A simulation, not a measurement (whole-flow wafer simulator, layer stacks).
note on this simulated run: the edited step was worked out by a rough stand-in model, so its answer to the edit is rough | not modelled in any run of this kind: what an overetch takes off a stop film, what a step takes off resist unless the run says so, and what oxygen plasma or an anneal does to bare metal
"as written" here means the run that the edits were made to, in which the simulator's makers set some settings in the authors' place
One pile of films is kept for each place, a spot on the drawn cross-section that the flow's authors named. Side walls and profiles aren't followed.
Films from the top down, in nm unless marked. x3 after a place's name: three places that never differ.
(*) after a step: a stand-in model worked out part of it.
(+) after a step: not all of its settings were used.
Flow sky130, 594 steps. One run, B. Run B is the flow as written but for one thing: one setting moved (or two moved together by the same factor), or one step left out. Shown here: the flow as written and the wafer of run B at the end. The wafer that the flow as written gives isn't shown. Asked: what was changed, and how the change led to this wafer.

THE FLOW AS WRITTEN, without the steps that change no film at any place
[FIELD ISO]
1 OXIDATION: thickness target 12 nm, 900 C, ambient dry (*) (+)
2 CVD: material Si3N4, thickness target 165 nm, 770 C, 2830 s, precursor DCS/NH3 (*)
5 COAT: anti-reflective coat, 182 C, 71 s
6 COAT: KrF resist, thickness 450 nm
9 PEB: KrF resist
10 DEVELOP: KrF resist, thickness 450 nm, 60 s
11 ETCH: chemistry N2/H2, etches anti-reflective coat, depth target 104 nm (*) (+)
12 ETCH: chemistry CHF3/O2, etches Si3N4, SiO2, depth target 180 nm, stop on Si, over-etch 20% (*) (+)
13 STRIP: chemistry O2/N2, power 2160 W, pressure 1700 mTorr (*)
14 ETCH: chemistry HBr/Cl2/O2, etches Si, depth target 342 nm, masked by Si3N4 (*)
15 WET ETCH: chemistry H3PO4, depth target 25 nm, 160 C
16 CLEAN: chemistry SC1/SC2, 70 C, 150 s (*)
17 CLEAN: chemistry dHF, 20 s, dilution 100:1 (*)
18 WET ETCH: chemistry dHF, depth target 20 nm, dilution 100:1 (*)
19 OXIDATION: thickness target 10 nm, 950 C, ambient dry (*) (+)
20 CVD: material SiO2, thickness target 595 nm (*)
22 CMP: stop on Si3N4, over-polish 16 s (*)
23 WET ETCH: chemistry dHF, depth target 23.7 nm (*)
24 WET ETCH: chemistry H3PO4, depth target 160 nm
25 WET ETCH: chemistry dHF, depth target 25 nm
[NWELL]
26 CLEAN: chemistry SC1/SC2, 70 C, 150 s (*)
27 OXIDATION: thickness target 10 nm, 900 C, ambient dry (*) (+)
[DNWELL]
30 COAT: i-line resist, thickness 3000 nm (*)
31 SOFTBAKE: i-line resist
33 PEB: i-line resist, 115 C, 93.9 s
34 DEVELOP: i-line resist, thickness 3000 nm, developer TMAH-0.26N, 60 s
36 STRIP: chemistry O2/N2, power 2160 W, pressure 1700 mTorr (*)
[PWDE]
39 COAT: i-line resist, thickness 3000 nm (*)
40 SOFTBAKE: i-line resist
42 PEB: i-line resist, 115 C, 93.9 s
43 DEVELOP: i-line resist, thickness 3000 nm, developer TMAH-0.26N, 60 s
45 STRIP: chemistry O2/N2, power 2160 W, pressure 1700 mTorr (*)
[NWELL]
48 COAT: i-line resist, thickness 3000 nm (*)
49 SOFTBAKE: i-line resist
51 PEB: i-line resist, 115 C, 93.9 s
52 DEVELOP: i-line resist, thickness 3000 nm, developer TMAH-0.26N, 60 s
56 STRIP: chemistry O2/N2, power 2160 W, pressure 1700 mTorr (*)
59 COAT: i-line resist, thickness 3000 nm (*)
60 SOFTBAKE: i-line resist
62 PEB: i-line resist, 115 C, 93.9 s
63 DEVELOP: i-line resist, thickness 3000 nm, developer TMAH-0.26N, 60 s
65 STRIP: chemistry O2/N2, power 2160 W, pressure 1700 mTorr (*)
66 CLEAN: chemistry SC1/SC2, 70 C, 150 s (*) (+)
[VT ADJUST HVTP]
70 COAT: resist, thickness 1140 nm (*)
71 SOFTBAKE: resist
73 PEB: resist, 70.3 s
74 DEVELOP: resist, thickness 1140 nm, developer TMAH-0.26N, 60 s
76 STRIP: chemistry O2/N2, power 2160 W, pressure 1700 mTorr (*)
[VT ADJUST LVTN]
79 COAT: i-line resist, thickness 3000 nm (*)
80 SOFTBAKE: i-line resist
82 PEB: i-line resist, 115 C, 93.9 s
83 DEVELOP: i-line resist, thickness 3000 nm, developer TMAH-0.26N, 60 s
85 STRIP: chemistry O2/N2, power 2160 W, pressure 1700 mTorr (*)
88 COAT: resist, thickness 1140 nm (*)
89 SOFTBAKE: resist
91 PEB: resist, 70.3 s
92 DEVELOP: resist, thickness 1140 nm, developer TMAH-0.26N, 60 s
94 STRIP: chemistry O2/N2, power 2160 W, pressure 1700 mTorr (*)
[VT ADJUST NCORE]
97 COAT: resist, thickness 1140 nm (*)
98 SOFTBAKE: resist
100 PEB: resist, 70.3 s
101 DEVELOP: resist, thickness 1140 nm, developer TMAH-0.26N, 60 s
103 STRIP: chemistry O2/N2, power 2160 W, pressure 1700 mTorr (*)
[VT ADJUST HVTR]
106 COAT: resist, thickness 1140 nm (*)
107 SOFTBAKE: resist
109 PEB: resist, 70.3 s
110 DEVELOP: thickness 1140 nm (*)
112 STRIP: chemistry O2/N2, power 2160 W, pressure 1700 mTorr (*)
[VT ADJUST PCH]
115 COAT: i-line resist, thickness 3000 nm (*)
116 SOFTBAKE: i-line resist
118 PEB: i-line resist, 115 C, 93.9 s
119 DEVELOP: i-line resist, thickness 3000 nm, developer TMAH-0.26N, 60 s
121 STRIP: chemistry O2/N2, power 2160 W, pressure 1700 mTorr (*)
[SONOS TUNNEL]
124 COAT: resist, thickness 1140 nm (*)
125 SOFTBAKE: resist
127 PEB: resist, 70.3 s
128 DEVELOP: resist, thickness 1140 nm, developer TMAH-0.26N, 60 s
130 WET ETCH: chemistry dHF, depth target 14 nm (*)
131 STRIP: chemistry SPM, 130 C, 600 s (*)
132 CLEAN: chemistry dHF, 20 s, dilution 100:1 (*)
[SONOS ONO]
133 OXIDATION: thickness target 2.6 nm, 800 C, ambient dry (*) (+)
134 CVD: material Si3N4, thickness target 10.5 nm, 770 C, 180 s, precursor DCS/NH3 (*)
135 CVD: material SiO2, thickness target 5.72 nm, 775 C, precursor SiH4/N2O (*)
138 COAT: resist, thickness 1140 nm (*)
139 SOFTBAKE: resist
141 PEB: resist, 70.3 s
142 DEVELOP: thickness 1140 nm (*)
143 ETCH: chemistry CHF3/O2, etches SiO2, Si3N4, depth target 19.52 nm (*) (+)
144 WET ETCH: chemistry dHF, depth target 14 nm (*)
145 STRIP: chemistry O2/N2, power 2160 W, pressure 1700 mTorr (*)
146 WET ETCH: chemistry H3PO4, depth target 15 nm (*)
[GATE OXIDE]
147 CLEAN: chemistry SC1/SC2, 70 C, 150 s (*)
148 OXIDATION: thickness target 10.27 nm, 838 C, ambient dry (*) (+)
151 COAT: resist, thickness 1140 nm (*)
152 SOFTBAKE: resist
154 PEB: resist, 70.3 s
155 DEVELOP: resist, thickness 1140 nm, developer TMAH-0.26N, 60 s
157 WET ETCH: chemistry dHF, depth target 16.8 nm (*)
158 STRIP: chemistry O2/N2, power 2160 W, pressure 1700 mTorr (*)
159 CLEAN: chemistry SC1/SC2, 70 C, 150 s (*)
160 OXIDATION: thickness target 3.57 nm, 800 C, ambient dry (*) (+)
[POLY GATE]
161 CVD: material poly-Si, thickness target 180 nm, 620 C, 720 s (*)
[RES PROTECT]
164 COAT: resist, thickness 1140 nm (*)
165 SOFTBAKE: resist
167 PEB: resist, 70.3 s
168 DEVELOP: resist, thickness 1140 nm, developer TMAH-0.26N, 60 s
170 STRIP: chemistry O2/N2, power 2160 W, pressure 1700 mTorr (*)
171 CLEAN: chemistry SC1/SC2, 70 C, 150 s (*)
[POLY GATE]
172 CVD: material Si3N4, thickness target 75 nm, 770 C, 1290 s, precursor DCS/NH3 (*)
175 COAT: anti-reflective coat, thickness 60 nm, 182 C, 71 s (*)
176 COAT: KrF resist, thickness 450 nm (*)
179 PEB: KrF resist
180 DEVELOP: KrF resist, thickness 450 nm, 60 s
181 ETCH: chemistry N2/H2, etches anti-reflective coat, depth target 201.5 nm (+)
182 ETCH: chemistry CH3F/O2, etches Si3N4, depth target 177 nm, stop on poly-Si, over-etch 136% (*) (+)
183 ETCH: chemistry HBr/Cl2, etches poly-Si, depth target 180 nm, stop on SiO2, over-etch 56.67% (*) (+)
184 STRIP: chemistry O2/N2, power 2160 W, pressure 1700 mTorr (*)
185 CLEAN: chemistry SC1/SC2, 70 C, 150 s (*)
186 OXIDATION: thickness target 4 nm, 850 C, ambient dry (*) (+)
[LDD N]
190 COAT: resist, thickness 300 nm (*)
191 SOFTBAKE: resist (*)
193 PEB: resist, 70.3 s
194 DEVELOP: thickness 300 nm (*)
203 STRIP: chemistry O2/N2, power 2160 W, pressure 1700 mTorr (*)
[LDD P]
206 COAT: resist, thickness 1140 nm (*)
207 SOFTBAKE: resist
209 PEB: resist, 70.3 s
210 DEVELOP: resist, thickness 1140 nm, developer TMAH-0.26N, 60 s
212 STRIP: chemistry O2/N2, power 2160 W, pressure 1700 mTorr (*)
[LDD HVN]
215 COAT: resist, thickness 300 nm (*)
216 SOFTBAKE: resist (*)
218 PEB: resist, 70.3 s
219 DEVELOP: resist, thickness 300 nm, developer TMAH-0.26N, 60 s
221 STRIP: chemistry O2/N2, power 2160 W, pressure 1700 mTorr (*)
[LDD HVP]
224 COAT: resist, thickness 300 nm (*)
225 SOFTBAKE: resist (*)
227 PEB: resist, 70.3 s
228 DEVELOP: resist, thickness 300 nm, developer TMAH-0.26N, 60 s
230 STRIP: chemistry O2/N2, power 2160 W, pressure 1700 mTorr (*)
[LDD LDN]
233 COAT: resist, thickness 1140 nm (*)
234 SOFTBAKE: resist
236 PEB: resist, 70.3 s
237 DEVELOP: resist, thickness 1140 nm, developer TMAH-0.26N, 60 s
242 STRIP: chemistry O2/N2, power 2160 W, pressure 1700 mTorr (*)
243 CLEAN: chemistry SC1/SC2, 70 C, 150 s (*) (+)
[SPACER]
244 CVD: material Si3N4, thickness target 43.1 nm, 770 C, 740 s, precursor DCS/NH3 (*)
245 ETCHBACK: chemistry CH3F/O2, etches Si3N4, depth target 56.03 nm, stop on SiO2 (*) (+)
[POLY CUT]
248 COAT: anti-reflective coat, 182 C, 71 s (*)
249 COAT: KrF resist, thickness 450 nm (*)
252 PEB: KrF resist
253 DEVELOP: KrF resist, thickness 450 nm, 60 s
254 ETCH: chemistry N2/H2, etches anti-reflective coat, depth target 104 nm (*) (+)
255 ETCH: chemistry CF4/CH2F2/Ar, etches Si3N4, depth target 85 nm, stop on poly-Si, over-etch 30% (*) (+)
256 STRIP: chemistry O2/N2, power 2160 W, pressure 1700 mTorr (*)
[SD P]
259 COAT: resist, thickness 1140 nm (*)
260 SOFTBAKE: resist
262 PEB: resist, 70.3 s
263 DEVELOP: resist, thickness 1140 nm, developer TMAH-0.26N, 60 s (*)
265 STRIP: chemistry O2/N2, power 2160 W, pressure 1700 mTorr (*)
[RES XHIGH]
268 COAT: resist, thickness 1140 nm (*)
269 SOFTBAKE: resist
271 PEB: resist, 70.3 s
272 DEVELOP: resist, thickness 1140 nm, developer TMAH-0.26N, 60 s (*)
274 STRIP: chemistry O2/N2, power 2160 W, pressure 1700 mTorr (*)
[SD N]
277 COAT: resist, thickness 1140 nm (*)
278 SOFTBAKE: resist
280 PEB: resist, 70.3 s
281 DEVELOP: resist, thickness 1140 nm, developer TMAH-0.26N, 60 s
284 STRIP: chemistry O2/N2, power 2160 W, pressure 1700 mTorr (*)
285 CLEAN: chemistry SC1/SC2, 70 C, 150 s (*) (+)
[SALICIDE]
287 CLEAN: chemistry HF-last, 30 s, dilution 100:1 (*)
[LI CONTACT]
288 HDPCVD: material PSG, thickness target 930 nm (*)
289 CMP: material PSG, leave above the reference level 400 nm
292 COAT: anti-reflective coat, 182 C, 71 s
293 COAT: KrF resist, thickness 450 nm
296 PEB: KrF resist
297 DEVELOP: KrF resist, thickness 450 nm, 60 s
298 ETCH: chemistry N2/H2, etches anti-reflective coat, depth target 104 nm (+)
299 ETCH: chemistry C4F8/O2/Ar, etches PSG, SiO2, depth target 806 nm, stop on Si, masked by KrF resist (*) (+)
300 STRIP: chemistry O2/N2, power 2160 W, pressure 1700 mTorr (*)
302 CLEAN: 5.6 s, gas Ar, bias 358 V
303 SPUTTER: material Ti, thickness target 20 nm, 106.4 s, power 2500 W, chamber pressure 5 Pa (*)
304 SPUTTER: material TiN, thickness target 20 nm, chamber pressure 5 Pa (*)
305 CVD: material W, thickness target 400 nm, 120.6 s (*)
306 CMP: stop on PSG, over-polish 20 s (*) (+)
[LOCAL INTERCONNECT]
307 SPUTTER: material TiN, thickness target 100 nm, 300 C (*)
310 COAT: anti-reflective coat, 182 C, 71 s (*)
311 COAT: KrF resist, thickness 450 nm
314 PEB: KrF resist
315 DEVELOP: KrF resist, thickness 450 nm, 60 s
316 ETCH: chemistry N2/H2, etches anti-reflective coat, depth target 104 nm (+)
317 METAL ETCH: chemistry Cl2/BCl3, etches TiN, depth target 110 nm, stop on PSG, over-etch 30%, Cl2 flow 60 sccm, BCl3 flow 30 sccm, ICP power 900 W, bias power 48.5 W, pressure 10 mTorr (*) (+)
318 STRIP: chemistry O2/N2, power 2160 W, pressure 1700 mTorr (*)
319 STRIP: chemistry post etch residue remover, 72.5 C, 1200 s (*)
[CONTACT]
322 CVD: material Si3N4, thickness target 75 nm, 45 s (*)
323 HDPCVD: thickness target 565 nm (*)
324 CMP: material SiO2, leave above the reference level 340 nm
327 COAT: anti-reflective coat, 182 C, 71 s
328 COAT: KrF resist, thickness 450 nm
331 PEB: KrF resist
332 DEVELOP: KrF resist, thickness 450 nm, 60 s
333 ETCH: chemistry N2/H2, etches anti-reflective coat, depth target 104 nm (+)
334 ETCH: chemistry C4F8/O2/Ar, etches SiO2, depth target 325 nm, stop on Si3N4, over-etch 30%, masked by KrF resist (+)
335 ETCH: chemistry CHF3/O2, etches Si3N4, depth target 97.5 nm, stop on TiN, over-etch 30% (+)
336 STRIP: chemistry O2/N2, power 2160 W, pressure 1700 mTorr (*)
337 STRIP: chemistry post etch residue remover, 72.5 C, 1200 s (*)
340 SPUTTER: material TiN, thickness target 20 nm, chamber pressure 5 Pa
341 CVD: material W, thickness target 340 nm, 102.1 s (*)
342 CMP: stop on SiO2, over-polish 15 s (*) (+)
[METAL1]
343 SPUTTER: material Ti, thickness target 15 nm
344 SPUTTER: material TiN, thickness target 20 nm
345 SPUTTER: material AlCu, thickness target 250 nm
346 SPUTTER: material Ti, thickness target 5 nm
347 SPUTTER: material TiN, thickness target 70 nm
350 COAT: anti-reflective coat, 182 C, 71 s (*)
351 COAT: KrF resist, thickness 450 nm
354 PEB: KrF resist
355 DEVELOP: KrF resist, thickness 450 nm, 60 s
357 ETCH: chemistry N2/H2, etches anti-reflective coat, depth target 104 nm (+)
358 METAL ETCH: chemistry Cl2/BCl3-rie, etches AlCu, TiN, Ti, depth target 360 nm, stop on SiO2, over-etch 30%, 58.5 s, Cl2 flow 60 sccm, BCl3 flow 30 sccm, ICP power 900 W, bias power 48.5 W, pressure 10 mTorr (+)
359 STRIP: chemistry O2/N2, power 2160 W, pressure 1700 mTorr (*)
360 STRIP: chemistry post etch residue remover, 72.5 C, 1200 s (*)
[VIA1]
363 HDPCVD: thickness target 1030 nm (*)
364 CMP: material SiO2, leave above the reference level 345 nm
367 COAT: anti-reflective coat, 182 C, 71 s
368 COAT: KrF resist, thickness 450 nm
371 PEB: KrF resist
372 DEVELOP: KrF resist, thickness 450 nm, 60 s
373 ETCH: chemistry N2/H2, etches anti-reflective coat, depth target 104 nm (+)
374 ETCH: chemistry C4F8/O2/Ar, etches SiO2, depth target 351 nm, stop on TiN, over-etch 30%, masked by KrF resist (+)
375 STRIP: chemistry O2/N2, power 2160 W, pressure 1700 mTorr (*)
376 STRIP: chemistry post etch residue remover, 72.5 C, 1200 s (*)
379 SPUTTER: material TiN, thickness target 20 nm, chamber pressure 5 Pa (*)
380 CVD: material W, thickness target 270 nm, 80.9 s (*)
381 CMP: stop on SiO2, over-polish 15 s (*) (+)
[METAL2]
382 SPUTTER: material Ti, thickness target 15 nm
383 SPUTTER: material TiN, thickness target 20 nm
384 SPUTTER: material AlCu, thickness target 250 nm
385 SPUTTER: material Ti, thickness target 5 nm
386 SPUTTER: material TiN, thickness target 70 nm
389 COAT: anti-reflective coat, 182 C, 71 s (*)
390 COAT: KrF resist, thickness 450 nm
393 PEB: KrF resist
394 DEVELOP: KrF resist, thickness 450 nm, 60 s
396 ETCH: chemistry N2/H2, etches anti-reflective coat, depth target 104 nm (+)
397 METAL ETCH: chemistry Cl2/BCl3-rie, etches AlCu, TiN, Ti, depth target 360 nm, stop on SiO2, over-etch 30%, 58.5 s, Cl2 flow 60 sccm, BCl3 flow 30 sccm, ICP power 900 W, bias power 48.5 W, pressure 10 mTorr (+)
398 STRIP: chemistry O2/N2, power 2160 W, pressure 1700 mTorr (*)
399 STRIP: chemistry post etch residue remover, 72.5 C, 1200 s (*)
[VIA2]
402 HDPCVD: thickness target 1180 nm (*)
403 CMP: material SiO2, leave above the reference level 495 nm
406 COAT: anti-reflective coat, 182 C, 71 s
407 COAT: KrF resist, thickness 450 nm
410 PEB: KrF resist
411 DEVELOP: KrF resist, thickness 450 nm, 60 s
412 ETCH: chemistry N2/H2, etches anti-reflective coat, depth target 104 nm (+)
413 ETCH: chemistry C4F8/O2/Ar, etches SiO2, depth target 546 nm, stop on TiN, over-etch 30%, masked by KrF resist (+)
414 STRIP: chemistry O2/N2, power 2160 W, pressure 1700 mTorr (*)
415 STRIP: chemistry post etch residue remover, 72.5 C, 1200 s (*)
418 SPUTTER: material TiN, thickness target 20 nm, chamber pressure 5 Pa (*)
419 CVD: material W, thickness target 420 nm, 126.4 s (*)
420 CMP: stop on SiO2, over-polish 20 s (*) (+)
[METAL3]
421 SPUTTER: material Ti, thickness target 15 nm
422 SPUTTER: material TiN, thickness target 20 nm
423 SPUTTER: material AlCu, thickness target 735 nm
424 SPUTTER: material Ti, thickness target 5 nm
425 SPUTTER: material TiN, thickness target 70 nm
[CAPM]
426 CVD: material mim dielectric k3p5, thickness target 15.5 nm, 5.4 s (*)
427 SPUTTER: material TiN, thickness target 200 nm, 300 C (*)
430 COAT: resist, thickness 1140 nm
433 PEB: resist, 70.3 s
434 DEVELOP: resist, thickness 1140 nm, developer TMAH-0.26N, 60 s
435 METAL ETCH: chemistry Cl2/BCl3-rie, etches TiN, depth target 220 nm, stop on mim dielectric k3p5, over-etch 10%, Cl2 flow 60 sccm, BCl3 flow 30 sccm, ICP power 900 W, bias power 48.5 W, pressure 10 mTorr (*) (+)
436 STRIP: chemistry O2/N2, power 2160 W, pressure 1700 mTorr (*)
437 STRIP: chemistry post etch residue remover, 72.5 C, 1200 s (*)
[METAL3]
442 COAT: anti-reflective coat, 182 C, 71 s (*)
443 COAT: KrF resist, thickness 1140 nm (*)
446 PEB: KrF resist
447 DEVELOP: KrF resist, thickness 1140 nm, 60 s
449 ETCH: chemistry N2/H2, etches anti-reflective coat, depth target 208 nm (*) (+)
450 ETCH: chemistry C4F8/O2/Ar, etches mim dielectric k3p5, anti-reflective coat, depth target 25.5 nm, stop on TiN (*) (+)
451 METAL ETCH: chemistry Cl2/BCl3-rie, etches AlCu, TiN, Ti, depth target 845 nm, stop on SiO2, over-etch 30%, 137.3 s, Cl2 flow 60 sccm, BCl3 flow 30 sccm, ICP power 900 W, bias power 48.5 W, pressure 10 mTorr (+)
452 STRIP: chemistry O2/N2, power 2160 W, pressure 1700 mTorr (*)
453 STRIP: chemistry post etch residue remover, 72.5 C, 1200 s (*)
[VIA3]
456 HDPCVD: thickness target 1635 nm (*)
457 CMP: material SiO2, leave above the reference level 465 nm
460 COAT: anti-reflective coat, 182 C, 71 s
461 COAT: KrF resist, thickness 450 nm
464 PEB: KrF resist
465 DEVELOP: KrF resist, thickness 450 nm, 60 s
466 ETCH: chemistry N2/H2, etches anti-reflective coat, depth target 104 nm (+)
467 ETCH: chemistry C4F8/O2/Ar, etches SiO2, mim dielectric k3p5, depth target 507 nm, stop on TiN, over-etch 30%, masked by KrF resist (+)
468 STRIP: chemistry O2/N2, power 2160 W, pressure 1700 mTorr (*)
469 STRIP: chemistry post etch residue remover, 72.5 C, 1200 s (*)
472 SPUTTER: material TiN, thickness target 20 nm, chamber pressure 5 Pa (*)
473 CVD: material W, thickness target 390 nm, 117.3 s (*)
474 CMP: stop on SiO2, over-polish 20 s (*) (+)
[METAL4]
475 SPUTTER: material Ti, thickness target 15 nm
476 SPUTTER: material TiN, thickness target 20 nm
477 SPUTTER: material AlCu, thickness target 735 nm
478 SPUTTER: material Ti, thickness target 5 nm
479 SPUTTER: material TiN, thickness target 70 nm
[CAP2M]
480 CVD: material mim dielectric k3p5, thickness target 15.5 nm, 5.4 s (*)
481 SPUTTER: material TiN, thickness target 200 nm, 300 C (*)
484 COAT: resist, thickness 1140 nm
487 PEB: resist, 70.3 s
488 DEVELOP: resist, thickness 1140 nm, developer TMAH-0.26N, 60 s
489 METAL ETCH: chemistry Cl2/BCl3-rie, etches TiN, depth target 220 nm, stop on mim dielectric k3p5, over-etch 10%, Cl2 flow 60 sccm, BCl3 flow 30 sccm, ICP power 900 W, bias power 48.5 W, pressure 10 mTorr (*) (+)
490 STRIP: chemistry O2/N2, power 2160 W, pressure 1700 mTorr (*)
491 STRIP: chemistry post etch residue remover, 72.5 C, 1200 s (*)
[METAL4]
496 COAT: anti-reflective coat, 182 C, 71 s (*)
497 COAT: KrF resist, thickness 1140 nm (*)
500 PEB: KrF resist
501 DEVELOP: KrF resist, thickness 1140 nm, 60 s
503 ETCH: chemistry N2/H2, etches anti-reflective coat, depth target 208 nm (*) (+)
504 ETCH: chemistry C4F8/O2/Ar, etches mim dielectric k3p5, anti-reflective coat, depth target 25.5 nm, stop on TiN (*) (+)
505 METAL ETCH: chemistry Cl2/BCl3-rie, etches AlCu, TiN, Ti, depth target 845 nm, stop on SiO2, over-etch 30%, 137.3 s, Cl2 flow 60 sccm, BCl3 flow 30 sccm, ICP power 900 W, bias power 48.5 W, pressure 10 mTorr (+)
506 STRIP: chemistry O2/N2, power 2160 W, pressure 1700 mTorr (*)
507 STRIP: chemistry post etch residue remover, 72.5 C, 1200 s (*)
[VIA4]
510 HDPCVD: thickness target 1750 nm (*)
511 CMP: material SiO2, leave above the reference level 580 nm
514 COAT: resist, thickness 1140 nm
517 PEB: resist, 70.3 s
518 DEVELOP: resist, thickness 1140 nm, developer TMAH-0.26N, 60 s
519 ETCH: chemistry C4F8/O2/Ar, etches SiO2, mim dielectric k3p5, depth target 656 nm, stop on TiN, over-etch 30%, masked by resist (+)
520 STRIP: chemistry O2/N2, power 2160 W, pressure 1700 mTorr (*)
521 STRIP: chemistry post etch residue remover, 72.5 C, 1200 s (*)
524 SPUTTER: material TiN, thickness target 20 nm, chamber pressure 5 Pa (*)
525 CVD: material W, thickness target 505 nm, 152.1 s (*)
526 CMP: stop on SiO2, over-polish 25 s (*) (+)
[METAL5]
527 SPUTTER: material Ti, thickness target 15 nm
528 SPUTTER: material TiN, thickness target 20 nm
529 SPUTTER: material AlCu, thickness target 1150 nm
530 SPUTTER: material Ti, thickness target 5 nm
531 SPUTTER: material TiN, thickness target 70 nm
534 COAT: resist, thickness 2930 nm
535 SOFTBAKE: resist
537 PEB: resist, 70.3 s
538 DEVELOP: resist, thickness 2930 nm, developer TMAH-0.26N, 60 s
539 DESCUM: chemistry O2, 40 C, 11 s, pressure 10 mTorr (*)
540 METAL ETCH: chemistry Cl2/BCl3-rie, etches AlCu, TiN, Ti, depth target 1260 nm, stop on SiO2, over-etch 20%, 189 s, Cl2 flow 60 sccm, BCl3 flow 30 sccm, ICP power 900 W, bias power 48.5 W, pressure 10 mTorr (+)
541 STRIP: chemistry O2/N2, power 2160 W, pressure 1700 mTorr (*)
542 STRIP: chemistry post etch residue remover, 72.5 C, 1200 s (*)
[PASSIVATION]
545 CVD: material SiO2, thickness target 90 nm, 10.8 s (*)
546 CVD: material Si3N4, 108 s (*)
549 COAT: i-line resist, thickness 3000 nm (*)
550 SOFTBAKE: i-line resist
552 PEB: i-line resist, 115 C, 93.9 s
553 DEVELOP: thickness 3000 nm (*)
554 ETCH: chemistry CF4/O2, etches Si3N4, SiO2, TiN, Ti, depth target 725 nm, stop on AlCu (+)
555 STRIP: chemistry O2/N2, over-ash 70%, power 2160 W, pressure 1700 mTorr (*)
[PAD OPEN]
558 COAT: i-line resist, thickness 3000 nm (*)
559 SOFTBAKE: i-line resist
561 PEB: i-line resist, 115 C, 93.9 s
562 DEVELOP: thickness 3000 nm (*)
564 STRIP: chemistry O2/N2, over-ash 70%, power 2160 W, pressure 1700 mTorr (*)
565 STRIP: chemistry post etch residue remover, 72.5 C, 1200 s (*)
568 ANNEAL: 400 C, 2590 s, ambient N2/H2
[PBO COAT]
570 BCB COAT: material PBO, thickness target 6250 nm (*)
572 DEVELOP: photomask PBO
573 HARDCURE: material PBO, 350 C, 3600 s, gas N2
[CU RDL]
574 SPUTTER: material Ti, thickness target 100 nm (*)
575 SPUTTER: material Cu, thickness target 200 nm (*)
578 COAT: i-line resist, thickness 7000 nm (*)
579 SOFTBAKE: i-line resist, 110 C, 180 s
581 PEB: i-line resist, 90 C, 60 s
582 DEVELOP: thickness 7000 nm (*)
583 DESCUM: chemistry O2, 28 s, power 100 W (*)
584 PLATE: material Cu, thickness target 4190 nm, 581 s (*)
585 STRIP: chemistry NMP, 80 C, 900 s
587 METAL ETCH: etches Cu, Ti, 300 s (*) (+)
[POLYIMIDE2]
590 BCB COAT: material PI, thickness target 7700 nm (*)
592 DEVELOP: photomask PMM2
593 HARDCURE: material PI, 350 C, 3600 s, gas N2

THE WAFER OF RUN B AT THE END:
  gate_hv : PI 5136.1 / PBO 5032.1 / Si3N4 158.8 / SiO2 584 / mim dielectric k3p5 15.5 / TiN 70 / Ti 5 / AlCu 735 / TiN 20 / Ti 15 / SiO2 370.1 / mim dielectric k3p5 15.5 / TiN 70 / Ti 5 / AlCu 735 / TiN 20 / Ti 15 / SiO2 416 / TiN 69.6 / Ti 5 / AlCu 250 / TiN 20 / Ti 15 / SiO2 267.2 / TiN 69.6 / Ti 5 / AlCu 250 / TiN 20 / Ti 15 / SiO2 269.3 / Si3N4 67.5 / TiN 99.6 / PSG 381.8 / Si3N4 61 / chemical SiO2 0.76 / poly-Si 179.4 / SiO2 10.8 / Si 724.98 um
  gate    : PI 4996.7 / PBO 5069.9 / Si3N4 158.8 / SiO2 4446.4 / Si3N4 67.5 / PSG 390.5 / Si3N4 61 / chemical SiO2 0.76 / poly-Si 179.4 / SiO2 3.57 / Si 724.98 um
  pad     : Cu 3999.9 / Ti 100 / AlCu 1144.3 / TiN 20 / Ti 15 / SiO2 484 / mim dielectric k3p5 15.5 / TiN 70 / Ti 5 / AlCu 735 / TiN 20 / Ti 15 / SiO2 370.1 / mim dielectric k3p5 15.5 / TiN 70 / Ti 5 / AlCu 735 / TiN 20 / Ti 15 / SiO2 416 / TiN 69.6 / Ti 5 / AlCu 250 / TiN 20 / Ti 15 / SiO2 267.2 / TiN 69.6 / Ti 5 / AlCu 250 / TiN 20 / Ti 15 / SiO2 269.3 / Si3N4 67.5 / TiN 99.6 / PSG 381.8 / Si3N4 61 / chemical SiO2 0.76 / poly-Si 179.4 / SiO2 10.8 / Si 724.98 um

The cause: step 322, CVD: thickness target 67.5 nm was run, where the flow has thickness target 75 nm; step 322, CVD: 40.5 s was run, where the flow has 45 s.
It can be read off the wafer: gate_hv has Si3N4 67.5, and step 322 as written asks for 75 nm.

How the change led to this, step by step:
  322 CVD: material Si3N4, thickness target 75 nm, 45 s (*)
      field, active, n_well and 188 more: Si3N4 +67.5 (new film) (as written it would be: Si3N4 +75 (new film))
  324 CMP: material SiO2, leave above the reference level 340 nm
      n_well, p_well, gate_hv and 93 more: SiO2 -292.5 (as written it would be: SiO2 -300)
      field, active, gate and 88 more: SiO2 -192.9 (as written it would be: SiO2 -200.4)
      (and at 4 more places)
  334 ETCH: chemistry C4F8/O2/Ar, etches SiO2, depth target 325 nm, stop on Si3N4, over-etch 30%, masked by KrF resist (+)
      poly_licon, ndiff_licon, ndiff_licon_cpp, rpo_hd_licon: SiO2 -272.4 (all of it) (as written it would be: SiO2 -264.9 (all of it))
  335 ETCH: chemistry CHF3/O2, etches Si3N4, depth target 97.5 nm, stop on TiN, over-etch 30% (+)
      field, active, n_well and 184 more: KrF resist -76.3 (as written it would be: KrF resist -84.8)
      poly_licon, ndiff_licon, ndiff_licon_cpp, rpo_hd_licon: Si3N4 -67.5 (all of it) (as written it would be: Si3N4 -75 (all of it))
  336 STRIP: chemistry O2/N2, power 2160 W, pressure 1700 mTorr (*)
      field, active, n_well and 184 more: KrF resist -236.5 (all of it), anti-reflective coat -80 (all of it) (as written it would be: KrF resist -228 (all of it), anti-reflective coat -80 (all of it))
